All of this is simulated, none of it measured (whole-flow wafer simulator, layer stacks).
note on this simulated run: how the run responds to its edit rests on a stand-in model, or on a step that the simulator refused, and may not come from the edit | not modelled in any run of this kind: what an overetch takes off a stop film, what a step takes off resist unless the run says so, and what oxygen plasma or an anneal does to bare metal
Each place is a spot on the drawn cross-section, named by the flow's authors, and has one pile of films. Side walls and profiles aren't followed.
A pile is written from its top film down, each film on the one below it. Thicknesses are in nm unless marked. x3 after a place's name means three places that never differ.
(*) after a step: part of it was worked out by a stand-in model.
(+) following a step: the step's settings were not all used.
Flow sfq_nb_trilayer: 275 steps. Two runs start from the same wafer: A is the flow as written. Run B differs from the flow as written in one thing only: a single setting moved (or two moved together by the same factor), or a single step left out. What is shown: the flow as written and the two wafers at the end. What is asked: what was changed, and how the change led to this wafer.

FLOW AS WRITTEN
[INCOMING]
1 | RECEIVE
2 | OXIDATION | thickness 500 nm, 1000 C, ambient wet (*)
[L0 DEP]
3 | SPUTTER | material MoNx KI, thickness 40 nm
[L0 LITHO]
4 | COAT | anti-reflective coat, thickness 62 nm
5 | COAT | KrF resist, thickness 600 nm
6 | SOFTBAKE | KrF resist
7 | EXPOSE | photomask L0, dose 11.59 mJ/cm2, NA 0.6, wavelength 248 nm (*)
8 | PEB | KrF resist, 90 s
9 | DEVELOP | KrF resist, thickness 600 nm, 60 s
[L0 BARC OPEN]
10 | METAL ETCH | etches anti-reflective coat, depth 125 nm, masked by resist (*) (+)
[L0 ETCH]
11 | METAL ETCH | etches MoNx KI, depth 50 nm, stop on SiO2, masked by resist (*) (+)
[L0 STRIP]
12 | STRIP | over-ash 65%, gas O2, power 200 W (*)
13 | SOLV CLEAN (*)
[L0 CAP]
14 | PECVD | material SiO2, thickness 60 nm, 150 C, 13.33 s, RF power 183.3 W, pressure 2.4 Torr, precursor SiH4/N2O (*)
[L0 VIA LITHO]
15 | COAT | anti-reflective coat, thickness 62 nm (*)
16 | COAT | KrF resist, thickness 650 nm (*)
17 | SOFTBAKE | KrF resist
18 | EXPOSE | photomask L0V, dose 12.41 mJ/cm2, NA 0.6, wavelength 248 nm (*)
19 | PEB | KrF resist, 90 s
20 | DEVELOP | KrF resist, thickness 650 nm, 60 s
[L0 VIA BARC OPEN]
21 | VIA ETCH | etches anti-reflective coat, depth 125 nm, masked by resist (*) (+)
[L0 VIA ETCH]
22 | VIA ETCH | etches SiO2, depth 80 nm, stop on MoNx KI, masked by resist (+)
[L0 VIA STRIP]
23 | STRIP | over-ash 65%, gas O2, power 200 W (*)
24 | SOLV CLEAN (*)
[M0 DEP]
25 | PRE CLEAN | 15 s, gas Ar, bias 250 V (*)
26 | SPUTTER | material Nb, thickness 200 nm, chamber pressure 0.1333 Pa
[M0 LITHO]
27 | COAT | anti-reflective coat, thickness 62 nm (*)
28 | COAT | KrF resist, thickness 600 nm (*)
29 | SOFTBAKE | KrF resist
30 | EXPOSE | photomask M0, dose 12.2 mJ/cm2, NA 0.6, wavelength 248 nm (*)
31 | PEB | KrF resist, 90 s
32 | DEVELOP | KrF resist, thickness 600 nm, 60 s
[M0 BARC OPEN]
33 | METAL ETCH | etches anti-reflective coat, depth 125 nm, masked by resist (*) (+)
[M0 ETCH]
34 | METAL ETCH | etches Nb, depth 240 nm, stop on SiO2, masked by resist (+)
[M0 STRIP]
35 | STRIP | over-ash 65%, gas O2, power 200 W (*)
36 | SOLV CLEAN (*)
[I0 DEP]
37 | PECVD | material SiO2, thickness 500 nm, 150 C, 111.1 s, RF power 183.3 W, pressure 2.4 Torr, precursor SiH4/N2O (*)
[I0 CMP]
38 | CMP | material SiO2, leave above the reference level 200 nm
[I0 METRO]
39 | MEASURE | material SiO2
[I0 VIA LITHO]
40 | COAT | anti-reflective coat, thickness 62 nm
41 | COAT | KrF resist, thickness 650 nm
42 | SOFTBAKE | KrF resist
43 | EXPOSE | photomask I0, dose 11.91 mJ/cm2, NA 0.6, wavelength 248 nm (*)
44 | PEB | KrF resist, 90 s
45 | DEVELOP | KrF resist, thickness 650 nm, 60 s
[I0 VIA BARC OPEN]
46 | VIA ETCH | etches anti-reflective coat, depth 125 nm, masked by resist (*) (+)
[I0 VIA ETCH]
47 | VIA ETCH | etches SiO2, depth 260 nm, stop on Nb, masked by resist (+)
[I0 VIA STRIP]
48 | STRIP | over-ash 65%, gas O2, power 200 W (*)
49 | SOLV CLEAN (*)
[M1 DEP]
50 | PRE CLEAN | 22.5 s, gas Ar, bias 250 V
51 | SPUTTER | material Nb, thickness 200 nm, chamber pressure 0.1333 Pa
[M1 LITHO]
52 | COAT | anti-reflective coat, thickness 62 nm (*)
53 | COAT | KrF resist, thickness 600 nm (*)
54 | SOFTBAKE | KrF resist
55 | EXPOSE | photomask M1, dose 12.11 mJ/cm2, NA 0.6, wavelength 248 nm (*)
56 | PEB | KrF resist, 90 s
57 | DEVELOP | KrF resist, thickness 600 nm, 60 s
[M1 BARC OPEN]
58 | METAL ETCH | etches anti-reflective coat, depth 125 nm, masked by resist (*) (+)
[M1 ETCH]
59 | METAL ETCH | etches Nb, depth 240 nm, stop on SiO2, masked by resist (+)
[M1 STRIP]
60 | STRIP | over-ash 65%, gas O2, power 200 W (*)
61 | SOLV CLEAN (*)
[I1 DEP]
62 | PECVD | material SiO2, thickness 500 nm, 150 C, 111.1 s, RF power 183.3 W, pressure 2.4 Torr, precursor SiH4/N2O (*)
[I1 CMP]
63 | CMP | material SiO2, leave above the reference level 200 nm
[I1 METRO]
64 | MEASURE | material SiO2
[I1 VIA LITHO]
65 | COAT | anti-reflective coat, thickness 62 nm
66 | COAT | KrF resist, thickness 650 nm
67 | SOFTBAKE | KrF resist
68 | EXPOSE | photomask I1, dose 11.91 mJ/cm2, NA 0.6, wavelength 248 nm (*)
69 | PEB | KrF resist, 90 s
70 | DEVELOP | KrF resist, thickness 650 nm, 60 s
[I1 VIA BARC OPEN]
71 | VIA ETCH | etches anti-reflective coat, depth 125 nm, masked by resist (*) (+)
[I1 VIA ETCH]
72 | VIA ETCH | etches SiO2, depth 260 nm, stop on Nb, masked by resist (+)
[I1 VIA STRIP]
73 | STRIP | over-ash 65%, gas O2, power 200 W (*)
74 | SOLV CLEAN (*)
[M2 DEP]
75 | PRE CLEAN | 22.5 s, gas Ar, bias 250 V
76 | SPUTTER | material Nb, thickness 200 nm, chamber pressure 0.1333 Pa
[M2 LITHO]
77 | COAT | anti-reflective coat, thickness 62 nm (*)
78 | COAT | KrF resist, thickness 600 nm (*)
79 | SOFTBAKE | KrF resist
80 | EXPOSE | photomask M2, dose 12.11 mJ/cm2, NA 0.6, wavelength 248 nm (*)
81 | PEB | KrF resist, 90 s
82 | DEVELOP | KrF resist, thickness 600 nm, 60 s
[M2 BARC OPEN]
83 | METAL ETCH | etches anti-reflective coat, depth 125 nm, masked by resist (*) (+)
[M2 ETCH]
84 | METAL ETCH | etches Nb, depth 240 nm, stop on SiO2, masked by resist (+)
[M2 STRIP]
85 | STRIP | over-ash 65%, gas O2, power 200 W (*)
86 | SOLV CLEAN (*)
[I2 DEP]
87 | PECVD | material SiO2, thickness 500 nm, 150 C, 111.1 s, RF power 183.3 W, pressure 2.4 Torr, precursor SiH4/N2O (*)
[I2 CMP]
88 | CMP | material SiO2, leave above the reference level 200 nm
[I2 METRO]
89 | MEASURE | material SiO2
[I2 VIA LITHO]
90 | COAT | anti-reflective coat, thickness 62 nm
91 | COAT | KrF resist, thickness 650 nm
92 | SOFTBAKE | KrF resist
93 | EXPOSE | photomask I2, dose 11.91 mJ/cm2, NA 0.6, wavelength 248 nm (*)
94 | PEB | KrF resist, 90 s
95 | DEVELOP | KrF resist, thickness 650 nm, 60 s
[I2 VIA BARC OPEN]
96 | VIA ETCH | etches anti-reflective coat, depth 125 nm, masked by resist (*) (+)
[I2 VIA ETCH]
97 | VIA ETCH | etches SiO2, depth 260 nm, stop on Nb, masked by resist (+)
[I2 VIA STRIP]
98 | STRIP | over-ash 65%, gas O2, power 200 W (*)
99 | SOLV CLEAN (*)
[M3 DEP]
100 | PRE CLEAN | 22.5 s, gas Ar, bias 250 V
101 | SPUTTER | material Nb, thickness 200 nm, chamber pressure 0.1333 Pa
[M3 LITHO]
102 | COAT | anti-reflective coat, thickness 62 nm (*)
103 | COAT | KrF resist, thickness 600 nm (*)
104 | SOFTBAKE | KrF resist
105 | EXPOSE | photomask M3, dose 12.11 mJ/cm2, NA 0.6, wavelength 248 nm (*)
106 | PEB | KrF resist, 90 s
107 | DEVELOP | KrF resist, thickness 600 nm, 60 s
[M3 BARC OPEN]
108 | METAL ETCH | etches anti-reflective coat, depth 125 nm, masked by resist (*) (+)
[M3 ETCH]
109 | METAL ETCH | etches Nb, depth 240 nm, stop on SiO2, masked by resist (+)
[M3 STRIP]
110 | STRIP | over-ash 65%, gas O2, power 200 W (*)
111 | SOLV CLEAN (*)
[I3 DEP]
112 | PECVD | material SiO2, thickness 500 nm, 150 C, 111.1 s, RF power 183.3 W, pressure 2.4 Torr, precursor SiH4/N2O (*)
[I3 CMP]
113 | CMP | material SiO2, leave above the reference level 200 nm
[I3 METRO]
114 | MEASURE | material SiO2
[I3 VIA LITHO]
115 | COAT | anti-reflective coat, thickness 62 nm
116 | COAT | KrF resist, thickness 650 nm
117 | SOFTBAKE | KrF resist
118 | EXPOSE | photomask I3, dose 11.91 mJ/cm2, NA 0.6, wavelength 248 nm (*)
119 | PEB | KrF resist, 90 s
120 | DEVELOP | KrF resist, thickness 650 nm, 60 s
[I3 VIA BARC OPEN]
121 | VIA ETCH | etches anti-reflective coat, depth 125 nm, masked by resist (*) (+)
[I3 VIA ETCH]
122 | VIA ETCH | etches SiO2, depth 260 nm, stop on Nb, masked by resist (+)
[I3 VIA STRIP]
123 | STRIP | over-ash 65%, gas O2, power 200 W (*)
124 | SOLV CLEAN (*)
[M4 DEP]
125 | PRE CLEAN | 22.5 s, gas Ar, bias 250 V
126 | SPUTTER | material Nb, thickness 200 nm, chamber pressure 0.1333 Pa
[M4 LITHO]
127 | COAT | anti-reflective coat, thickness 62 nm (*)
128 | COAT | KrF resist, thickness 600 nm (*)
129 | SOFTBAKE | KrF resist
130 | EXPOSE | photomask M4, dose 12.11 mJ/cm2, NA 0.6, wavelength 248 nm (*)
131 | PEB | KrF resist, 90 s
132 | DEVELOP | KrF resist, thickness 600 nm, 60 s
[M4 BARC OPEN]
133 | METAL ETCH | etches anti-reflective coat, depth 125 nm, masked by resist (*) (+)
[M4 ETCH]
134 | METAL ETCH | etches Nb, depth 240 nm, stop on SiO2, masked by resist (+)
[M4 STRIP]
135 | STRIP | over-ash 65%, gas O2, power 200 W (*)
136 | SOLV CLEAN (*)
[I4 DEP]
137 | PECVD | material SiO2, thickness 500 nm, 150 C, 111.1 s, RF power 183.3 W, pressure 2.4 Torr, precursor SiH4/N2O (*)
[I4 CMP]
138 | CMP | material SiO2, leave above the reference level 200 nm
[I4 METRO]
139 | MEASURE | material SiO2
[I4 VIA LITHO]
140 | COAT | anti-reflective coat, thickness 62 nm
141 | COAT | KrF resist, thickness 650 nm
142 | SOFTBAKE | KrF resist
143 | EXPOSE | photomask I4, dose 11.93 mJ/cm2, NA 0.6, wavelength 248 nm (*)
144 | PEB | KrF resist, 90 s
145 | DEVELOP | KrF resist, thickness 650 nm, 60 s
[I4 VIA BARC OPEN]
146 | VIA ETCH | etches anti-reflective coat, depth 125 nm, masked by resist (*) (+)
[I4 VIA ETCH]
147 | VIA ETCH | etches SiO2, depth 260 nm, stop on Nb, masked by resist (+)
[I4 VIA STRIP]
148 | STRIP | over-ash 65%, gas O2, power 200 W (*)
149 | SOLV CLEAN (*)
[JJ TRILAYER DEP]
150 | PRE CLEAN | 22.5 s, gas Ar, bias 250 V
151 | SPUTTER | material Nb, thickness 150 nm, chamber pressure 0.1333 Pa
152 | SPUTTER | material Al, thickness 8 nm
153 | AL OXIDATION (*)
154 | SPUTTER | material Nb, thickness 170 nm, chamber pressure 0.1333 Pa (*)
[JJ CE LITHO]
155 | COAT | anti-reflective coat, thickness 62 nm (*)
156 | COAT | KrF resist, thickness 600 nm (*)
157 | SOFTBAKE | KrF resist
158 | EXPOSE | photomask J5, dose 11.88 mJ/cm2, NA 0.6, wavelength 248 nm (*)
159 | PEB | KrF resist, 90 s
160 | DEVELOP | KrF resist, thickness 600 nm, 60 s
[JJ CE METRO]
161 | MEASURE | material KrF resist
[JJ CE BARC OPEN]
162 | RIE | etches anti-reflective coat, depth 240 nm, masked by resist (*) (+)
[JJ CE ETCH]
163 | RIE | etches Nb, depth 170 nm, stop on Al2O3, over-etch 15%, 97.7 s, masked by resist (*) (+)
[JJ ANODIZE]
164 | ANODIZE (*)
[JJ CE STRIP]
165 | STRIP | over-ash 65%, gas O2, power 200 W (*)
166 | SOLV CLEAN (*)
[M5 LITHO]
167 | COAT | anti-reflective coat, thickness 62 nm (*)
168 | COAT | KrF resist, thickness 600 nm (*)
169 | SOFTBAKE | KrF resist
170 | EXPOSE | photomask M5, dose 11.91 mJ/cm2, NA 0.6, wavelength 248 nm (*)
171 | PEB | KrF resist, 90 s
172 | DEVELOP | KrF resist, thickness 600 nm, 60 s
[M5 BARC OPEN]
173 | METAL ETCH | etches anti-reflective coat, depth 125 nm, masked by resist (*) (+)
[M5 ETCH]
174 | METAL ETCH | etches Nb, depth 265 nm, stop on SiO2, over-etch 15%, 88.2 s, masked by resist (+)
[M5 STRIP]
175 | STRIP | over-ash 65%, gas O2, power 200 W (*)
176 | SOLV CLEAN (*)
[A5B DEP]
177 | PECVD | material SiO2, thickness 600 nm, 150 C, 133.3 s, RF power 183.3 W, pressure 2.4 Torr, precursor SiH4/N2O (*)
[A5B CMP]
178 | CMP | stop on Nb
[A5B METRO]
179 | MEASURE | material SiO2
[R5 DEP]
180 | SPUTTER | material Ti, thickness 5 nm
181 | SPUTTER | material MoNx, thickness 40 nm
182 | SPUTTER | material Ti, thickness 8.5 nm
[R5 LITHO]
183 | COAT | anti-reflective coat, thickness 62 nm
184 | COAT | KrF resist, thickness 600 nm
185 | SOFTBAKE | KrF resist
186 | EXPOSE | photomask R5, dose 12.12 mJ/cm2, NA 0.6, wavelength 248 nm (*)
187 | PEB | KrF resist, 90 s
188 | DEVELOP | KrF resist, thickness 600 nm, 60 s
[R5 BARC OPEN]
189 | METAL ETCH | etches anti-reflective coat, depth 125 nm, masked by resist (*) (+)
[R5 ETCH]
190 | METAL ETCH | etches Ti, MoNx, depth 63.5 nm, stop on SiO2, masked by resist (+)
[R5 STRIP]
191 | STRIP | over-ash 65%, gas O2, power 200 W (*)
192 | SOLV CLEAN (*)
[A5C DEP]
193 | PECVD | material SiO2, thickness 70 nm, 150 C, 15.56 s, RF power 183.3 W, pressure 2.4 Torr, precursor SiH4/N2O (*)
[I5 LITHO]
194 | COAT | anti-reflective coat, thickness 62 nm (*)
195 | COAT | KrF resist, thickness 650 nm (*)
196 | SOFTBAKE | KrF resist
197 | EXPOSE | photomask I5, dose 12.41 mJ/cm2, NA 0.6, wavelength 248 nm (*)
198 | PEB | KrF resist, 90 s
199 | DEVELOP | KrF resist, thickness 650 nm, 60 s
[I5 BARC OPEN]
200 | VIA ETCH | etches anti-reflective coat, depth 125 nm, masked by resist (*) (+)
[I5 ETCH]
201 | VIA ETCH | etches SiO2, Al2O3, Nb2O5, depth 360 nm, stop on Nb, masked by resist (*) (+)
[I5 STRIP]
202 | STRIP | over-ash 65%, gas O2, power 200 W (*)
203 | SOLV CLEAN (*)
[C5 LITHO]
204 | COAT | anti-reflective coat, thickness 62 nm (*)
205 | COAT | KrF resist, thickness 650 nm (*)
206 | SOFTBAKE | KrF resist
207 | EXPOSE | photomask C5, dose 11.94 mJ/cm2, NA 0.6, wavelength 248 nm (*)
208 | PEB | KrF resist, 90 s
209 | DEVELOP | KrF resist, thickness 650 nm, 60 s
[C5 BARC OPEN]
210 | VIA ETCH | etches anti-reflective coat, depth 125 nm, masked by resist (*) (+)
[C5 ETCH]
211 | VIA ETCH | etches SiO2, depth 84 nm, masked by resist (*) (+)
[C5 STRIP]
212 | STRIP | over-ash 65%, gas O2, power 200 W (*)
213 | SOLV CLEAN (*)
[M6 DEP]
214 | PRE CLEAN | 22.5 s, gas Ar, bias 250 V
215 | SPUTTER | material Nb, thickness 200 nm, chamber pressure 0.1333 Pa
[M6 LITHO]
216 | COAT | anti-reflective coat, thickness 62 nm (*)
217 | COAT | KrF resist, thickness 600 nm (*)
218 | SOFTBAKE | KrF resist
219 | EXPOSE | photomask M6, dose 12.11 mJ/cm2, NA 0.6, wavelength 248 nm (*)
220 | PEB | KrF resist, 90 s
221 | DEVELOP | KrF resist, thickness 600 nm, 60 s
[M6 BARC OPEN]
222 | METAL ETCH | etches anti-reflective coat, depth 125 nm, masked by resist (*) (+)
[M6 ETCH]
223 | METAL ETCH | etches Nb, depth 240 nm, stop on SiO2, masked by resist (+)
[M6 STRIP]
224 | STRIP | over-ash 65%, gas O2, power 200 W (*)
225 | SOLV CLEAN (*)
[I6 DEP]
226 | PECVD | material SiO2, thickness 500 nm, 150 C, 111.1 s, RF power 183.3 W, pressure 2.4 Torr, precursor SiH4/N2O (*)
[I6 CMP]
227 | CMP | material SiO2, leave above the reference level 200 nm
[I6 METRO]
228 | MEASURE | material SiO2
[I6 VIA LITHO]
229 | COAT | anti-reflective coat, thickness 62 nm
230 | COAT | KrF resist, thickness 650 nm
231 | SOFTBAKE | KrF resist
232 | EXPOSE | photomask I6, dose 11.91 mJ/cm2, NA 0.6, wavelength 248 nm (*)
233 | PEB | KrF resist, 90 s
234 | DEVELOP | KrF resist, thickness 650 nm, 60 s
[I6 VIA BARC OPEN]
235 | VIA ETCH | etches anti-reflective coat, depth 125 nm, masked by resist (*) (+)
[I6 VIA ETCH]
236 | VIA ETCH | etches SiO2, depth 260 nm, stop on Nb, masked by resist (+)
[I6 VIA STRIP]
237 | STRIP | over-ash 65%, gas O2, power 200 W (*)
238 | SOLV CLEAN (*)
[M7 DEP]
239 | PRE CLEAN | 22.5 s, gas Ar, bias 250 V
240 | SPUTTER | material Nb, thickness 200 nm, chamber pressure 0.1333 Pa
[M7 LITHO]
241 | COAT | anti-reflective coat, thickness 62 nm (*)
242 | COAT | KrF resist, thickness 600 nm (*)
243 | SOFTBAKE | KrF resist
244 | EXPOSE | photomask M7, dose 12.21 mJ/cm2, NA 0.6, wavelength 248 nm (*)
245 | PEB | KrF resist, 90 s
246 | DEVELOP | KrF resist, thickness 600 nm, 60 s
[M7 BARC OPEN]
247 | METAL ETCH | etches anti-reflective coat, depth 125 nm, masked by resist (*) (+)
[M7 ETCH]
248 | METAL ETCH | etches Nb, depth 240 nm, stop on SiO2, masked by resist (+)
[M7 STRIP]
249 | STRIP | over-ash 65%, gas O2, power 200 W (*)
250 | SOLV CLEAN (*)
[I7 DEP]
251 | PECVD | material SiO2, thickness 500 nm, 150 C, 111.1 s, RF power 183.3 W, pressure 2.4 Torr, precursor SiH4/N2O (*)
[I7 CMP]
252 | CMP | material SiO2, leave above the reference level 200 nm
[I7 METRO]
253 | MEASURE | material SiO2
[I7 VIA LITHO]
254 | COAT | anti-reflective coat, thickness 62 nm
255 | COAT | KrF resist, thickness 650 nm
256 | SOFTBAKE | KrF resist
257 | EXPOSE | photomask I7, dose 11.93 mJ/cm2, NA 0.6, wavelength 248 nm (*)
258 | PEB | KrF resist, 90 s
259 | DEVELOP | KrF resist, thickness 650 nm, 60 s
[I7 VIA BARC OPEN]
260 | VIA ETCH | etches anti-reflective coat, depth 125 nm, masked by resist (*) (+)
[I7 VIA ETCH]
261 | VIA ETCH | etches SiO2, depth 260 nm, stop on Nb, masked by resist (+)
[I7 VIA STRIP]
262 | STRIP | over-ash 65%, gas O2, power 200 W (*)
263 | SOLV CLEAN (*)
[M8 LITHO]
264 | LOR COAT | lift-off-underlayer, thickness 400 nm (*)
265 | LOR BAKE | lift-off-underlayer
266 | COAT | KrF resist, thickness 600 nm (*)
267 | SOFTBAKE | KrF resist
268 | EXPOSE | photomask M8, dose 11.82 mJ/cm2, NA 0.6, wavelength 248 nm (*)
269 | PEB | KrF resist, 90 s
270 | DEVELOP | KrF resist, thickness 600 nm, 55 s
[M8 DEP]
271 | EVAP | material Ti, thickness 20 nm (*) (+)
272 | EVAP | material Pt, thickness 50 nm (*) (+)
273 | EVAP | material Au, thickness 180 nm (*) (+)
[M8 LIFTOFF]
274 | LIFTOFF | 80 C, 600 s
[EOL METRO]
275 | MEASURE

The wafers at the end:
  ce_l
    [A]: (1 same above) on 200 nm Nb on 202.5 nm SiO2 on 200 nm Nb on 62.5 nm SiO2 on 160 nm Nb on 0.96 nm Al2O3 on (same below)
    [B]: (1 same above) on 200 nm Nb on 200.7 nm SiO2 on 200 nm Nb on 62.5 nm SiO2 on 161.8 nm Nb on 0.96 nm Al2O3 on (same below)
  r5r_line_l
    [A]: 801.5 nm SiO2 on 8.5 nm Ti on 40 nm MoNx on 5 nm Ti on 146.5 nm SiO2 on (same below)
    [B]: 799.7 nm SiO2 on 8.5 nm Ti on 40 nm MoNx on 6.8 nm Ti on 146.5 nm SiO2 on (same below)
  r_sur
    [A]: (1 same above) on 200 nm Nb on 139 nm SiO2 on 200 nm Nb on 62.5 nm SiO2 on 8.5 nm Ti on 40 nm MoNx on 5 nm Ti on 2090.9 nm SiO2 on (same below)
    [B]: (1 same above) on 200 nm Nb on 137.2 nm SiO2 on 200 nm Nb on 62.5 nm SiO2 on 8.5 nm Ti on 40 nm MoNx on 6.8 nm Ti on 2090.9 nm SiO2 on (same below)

Cause: step 180, SPUTTER: thickness 6.8 nm was run, though the flow has thickness 5 nm.
The wafer lets one read it off: r5r_line_l has Ti 6.8, and step 180 as written asks for 5 nm.

Step by step, how the change led to this:
  180 | SPUTTER | material Ti, thickness 5 nm
      field_l, v_sur, via_wl and 103 more: A Ti gains 5 (new film) | B Ti gains 6.8 (new film)
  190 | METAL ETCH | etches Ti, MoNx, depth 63.5 nm, stop on SiO2, masked by resist (+)
      field_l, v_sur, via_wl and 92 more: A Ti loses 8.5 (all of it), MoNx loses 40 (all of it), Ti loses 5 (all of it) | B Ti loses 8.5 (all of it), MoNx loses 40 (all of it), Ti loses 6.8 (all of it)
      ce_l, c5j, ce_r, wl_jj: A Ti loses 8.5 (all of it), MoNx loses 40 (all of it), Ti loses 5 (all of it), Nb loses 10 | B Ti loses 8.5 (all of it), MoNx loses 40 (all of it), Ti loses 6.8 (all of it), Nb loses 8.2
